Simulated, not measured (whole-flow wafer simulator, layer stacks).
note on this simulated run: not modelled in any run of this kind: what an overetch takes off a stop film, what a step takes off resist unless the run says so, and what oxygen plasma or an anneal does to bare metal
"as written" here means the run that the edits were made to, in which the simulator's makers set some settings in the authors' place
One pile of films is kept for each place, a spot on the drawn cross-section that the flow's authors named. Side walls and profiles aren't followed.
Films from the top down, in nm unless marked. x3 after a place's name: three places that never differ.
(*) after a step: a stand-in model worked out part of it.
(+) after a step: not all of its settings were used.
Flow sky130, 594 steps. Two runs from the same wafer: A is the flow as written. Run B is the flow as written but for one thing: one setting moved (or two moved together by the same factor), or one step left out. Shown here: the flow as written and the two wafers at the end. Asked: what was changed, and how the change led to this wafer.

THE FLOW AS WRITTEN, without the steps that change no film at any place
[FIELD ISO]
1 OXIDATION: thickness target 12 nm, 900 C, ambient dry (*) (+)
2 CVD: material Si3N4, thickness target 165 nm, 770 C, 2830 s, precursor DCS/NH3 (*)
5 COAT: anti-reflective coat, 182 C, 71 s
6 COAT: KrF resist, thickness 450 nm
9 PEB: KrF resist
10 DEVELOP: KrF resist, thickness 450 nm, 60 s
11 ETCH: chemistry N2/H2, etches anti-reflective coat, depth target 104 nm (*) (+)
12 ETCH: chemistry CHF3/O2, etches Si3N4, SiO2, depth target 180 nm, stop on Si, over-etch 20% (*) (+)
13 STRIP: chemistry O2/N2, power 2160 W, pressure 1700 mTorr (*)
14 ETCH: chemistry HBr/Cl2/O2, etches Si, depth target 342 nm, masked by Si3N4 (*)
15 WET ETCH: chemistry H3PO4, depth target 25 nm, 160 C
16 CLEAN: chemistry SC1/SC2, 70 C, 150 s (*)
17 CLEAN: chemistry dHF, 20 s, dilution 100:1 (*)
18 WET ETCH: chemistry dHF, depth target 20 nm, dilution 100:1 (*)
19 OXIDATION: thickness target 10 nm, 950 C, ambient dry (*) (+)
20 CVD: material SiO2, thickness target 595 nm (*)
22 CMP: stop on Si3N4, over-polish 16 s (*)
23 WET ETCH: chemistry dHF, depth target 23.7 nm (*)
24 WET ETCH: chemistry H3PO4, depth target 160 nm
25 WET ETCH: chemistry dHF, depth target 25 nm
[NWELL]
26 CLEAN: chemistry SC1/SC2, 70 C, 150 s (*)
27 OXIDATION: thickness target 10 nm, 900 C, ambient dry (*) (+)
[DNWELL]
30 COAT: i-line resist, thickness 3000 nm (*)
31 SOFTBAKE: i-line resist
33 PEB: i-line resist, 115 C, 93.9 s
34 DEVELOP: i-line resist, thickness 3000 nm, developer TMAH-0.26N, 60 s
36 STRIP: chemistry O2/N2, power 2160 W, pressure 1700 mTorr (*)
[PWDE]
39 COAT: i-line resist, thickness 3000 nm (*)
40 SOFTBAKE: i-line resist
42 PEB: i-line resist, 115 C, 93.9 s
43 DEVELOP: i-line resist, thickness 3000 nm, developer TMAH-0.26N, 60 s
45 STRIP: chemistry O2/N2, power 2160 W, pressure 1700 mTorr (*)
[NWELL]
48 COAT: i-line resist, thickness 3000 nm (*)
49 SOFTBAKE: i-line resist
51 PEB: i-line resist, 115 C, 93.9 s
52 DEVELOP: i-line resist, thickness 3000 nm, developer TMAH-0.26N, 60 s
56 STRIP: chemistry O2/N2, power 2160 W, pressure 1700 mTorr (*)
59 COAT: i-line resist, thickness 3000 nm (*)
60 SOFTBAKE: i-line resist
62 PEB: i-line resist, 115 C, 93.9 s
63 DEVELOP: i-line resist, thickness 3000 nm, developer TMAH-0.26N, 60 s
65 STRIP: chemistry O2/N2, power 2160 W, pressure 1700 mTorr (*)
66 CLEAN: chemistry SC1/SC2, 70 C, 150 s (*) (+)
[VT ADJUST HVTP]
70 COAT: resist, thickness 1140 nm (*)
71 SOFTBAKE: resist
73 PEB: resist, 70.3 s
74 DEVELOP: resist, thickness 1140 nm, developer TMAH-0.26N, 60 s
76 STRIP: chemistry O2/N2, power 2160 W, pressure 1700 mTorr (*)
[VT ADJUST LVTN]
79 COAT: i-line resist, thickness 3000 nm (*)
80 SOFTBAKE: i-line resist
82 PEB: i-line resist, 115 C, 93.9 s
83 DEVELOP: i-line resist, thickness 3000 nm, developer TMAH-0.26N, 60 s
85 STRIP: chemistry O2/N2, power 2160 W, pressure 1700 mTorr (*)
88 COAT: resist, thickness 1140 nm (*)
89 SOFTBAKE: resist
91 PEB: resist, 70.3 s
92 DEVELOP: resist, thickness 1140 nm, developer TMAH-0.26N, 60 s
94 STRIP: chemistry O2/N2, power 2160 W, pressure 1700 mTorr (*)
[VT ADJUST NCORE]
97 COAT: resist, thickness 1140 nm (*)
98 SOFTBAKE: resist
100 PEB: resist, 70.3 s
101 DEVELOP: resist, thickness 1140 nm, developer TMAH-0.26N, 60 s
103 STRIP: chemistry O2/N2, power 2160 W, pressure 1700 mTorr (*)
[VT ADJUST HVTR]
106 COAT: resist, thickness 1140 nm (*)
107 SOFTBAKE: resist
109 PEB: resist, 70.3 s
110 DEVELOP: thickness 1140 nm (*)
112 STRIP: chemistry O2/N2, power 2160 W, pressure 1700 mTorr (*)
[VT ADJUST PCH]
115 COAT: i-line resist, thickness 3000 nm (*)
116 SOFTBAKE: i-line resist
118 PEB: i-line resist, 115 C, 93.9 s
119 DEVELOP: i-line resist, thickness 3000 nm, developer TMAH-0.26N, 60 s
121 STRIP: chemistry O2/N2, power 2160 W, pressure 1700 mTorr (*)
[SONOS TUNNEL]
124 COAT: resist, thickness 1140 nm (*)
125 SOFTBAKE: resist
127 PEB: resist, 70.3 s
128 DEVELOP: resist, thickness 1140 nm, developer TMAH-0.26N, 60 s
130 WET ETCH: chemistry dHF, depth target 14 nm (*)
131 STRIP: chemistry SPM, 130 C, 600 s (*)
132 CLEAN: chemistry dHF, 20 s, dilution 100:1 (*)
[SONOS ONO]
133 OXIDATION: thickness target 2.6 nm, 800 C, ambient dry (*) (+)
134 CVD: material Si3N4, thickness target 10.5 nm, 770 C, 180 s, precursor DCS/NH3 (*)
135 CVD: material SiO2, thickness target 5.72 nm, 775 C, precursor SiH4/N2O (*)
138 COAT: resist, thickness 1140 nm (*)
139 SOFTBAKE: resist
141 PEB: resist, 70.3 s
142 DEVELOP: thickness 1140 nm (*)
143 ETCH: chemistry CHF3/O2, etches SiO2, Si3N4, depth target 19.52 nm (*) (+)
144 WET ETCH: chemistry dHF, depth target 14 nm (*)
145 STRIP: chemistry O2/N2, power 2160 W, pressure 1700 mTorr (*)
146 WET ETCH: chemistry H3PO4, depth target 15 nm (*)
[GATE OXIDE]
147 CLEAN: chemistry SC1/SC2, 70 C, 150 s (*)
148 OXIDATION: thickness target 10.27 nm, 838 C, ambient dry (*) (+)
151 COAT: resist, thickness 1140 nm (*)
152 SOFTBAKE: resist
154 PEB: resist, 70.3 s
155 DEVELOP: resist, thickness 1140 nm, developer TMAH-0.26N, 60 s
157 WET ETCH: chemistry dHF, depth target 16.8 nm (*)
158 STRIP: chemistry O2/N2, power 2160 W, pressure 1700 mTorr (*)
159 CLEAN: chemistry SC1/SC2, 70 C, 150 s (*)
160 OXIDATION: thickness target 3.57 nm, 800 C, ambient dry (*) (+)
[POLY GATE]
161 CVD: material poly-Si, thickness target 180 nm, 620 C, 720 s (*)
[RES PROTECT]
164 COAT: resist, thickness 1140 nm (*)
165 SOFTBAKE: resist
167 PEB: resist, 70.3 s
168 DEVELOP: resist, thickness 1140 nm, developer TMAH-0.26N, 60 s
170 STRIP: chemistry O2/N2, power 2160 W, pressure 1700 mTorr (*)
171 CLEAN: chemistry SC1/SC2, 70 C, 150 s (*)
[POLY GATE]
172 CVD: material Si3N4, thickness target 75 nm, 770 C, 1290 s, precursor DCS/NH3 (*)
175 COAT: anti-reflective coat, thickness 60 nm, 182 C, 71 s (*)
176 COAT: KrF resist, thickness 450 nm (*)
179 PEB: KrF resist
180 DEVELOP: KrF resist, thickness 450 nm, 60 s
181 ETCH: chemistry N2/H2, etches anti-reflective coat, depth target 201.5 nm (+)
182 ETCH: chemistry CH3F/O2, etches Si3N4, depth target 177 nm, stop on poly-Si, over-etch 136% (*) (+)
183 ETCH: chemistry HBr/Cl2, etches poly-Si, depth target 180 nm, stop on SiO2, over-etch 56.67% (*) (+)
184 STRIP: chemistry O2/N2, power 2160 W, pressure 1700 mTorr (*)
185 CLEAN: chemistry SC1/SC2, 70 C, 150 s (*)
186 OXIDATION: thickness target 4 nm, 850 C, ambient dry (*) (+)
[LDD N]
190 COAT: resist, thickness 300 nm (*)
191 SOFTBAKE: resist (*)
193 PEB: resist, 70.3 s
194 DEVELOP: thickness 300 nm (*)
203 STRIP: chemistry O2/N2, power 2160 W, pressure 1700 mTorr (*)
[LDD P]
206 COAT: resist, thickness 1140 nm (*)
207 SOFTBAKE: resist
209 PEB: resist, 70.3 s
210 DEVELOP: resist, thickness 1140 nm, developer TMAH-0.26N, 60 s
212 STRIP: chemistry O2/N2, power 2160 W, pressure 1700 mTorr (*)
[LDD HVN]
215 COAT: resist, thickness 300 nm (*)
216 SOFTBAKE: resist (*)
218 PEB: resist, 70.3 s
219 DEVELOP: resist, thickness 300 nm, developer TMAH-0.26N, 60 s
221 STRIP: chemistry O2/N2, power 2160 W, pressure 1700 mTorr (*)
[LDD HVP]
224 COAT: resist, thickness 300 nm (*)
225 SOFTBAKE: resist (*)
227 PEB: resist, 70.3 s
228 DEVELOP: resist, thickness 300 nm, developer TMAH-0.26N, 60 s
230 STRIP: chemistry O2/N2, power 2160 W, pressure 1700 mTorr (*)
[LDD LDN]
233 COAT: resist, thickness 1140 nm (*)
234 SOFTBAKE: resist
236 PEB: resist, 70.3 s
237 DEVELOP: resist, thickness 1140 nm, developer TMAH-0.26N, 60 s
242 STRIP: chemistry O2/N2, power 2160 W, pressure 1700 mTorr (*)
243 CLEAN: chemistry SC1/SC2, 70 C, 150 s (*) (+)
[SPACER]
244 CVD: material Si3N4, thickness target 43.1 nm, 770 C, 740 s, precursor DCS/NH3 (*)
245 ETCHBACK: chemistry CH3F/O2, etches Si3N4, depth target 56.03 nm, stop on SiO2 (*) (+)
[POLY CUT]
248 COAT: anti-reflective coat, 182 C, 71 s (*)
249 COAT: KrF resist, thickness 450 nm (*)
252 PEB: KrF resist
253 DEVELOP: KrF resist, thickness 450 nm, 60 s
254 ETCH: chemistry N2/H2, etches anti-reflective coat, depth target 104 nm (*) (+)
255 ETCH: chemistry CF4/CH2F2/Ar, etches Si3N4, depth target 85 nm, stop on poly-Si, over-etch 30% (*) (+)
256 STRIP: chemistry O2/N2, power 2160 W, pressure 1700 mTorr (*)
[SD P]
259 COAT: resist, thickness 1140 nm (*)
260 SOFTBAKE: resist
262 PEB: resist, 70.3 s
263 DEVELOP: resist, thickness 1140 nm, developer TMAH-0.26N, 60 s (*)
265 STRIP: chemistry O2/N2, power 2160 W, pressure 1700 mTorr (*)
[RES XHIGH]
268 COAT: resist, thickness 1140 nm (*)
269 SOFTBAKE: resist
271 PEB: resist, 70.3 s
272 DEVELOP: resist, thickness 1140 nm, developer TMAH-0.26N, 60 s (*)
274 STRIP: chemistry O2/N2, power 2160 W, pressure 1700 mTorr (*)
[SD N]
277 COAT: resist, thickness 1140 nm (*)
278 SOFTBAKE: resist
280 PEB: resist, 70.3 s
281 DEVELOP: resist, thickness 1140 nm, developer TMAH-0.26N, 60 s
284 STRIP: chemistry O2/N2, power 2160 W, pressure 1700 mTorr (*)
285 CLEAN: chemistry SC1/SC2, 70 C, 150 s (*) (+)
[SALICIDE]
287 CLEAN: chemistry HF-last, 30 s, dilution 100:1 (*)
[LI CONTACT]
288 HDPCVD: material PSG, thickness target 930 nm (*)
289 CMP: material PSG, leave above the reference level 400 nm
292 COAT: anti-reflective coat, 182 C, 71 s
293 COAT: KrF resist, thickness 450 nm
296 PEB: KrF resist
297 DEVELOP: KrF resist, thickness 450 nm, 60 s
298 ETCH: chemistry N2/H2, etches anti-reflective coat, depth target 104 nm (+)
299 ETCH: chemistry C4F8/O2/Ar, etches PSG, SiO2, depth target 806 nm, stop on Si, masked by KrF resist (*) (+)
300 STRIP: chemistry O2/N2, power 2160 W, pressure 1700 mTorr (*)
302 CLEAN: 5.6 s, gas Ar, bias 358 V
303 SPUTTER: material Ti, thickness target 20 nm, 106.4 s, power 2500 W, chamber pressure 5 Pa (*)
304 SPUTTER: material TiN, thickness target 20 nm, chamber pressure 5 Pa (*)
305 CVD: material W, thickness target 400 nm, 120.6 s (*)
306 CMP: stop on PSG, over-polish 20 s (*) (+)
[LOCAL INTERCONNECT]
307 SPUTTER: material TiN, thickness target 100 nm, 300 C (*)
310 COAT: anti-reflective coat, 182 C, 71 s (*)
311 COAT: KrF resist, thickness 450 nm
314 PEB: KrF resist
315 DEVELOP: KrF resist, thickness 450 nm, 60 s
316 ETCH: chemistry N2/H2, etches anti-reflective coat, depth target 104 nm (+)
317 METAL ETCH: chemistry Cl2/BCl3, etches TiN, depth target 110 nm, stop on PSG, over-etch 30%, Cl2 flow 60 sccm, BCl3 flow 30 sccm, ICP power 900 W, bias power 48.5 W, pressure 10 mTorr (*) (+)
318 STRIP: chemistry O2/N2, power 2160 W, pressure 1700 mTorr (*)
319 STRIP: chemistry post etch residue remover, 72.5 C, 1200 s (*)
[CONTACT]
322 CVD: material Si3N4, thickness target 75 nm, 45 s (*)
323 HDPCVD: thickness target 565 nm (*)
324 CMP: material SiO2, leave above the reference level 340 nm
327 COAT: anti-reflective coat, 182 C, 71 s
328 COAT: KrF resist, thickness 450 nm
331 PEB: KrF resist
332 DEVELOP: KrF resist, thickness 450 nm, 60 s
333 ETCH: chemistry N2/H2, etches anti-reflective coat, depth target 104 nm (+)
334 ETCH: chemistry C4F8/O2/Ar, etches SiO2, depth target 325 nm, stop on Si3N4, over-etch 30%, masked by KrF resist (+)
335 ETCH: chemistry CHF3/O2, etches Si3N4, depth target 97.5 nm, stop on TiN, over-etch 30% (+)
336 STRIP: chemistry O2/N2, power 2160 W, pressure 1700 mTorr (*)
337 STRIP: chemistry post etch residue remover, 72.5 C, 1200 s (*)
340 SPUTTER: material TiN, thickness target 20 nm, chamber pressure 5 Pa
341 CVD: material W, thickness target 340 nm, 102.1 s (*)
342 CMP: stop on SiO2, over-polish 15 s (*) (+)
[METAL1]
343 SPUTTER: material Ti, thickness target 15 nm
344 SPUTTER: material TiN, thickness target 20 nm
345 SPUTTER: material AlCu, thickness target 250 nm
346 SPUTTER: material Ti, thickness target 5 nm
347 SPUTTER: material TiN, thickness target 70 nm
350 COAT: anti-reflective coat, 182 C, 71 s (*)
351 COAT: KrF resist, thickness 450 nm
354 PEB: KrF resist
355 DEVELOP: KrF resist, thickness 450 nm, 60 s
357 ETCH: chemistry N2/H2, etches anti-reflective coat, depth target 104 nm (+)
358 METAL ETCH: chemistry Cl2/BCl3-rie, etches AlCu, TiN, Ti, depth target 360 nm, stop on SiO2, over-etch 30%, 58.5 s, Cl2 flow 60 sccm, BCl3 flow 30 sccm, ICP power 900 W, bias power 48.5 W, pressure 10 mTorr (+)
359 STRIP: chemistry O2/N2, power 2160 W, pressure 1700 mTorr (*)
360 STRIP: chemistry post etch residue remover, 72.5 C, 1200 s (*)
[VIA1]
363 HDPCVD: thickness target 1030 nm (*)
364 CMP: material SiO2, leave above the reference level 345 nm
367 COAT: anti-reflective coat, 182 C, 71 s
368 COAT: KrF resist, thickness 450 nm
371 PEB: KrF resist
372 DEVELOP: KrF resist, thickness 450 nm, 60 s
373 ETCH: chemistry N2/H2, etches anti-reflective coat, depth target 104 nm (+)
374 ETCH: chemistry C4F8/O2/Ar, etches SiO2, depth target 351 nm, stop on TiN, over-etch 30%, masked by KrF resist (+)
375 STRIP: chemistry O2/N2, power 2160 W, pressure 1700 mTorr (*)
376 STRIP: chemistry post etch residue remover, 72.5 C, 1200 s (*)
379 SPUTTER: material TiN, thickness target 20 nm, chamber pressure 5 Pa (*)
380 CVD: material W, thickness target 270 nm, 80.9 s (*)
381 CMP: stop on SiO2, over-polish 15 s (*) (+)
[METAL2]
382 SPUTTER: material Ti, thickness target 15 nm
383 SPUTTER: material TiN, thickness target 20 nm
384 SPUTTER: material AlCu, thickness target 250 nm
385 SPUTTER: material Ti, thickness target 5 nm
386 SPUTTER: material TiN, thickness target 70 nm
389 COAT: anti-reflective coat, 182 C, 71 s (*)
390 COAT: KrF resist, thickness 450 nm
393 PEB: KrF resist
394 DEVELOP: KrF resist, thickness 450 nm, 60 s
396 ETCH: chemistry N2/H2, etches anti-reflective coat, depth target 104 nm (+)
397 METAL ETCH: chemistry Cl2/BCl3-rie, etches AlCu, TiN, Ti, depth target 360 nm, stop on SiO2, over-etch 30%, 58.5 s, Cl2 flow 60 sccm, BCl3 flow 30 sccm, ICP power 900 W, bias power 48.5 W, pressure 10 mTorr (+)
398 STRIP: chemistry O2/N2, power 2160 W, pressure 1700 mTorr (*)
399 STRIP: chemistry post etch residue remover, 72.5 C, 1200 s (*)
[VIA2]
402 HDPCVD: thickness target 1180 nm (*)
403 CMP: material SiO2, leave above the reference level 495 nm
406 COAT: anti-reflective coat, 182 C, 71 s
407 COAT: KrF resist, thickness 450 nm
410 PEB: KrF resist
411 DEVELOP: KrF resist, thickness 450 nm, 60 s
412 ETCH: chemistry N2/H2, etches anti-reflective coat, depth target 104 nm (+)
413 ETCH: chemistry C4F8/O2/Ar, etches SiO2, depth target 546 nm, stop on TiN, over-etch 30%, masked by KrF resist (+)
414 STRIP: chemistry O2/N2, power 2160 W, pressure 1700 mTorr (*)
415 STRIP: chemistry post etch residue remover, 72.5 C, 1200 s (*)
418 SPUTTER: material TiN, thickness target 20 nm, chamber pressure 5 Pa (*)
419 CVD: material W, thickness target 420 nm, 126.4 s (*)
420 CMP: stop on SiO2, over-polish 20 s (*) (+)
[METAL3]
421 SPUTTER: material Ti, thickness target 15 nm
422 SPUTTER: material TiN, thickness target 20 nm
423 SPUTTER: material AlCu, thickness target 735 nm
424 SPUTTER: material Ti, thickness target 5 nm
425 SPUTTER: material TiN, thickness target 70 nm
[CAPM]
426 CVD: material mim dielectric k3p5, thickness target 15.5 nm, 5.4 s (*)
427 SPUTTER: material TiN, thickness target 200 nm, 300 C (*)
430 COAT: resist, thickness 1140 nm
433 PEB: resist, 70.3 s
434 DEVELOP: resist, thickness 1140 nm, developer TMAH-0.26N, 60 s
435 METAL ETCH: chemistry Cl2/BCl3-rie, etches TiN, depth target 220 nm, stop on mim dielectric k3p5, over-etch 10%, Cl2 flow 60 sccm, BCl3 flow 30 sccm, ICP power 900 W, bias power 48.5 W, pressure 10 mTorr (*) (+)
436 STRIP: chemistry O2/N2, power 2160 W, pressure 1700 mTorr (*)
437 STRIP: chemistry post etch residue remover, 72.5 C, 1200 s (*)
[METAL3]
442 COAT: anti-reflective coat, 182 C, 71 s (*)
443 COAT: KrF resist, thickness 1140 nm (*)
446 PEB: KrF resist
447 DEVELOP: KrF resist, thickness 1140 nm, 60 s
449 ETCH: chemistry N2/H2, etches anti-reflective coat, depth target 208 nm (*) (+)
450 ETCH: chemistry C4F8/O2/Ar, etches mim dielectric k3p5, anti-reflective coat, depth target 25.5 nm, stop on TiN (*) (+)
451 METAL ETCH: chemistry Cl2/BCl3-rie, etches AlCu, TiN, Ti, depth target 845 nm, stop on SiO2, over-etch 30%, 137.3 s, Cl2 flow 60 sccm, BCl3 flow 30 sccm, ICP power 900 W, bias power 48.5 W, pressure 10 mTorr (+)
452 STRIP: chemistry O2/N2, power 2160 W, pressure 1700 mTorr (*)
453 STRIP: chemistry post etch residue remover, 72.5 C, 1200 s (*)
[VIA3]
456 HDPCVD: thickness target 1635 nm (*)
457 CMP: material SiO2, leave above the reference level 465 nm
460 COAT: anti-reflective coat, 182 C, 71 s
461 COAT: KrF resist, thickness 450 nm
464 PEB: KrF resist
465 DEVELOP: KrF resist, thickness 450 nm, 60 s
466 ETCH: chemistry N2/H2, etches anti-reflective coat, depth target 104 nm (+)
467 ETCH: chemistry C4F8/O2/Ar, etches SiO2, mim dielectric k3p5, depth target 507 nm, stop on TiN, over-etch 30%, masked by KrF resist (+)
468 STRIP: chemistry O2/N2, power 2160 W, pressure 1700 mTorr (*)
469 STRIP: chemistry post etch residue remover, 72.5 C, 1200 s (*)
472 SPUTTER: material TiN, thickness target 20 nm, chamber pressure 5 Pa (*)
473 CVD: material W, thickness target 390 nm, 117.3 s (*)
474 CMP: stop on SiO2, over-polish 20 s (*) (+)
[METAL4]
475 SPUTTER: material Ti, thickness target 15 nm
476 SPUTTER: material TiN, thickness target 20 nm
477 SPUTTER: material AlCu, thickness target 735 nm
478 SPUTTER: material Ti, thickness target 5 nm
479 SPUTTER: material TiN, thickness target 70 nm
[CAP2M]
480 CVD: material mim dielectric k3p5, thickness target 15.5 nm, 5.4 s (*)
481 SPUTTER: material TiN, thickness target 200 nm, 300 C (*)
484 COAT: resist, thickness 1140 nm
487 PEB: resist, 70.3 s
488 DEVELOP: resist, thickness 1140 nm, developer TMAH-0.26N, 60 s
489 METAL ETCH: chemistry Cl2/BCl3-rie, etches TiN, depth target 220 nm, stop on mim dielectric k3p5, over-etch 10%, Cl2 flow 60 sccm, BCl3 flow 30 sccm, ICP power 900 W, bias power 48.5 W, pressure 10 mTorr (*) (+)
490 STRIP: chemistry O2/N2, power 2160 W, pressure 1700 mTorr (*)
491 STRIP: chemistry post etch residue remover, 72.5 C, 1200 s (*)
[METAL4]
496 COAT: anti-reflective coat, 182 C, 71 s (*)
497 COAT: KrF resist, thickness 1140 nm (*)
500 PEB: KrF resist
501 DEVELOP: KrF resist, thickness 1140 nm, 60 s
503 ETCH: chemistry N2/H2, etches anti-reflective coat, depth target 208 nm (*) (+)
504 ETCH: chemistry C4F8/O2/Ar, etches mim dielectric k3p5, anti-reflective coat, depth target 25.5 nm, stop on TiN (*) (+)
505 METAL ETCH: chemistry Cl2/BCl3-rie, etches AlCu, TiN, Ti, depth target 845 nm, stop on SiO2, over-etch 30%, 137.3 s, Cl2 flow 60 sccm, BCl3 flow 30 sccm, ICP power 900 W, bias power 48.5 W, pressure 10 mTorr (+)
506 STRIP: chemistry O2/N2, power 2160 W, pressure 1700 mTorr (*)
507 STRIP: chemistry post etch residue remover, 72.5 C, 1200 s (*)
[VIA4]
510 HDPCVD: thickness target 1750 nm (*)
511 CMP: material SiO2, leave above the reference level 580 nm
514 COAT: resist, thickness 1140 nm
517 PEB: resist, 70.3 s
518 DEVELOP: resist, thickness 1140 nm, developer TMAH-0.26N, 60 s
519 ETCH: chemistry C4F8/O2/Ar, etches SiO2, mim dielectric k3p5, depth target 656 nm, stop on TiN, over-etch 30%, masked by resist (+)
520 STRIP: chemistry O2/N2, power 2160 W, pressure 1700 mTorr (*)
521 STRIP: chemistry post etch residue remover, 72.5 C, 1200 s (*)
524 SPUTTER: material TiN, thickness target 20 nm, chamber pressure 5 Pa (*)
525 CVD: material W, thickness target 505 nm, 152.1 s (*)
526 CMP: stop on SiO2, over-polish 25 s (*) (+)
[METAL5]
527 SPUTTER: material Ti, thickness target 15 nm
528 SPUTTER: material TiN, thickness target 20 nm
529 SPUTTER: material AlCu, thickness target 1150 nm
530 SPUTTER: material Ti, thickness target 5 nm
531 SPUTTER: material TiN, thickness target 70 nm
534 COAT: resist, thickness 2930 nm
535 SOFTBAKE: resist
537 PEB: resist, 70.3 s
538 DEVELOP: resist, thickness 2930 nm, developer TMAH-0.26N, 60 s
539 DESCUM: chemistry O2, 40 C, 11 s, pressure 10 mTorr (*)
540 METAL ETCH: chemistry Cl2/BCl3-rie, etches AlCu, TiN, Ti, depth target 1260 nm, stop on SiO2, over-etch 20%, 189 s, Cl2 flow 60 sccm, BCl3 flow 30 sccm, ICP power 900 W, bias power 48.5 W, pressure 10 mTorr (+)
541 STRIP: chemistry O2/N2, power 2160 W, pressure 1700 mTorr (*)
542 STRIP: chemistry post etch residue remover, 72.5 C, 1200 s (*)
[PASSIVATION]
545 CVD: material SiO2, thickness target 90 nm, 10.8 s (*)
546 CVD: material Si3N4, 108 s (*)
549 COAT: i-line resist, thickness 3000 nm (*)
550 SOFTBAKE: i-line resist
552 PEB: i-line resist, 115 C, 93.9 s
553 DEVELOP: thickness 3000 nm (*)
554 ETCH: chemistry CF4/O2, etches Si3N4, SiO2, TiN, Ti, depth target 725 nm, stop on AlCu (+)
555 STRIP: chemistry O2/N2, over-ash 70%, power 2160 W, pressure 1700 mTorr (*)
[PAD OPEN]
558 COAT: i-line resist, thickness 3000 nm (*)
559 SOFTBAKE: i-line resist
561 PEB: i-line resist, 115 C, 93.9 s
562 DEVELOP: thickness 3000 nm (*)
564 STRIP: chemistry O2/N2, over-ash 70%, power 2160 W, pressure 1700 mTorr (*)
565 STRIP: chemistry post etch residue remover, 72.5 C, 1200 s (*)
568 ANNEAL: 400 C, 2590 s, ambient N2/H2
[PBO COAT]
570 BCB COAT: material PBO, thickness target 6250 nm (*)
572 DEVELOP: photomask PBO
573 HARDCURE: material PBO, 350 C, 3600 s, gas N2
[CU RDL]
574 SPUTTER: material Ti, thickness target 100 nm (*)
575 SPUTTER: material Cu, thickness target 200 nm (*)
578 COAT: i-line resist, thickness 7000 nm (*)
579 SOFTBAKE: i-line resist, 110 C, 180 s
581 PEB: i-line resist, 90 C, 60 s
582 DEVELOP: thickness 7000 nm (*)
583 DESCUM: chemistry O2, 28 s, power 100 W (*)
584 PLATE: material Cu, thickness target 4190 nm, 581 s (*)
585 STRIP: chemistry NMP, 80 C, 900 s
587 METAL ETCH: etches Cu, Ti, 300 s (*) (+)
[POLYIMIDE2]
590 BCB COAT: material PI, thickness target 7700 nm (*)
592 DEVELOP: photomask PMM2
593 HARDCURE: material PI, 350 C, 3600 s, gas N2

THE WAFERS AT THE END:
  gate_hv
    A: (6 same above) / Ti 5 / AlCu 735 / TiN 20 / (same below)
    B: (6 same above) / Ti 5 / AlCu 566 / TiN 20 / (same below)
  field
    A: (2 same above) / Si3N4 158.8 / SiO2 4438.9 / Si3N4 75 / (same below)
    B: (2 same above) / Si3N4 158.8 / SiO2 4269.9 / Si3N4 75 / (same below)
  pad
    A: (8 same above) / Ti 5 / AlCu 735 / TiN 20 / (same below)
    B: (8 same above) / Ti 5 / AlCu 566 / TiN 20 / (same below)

The cause: step 477, SPUTTER: thickness target 566 nm was run, where the flow has thickness target 735 nm.
It can be read off the wafer: gate_hv has AlCu 566, and step 477 as written asks for 735 nm.

How the change led to this, step by step:
  477 SPUTTER: material AlCu, thickness target 735 nm
      field, active, n_well and 189 more: A AlCu +735 (new film) | B AlCu +566 (new film)
  505 METAL ETCH: chemistry Cl2/BCl3-rie, etches AlCu, TiN, Ti, depth target 845 nm, stop on SiO2, over-etch 30%, 137.3 s, Cl2 flow 60 sccm, BCl3 flow 30 sccm, ICP power 900 W, bias power 48.5 W, pressure 10 mTorr (+)
      field, gate, spacer and 68 more: A TiN -70 (all of it), Ti -5 (all of it), AlCu -735 (all of it), TiN -20 (all of it), Ti -15 (all of it), SiO2 -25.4 | B TiN -70 (all of it), Ti -5 (all of it), AlCu -566 (all of it), TiN -20 (all of it), Ti -15 (all of it), SiO2 -42.2
      active, vpp_iso1, mim_edge_plate and 14 more: A TiN -70 (all of it), Ti -5 (all of it), AlCu -735 (all of it), TiN -20 (all of it), Ti -15 (all of it), SiO2 -25.3 | B TiN -70 (all of it), Ti -5 (all of it), AlCu -566 (all of it), TiN -20 (all of it), Ti -15 (all of it), SiO2 -42.2
  511 CMP: material SiO2, leave above the reference level 580 nm
      field, active, gate and 76 more: A SiO2 -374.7 | B SiO2 -526.8
      iso_guard__w1, mim_edge_gap, vpp_l1ln, vpp_m3ln, rpm_encl, via2_enc, rpm_encl_psd, iso_guard_nsd_tip: A SiO2 -374.6 | B SiO2 -526.8
      (and at 1 more place)
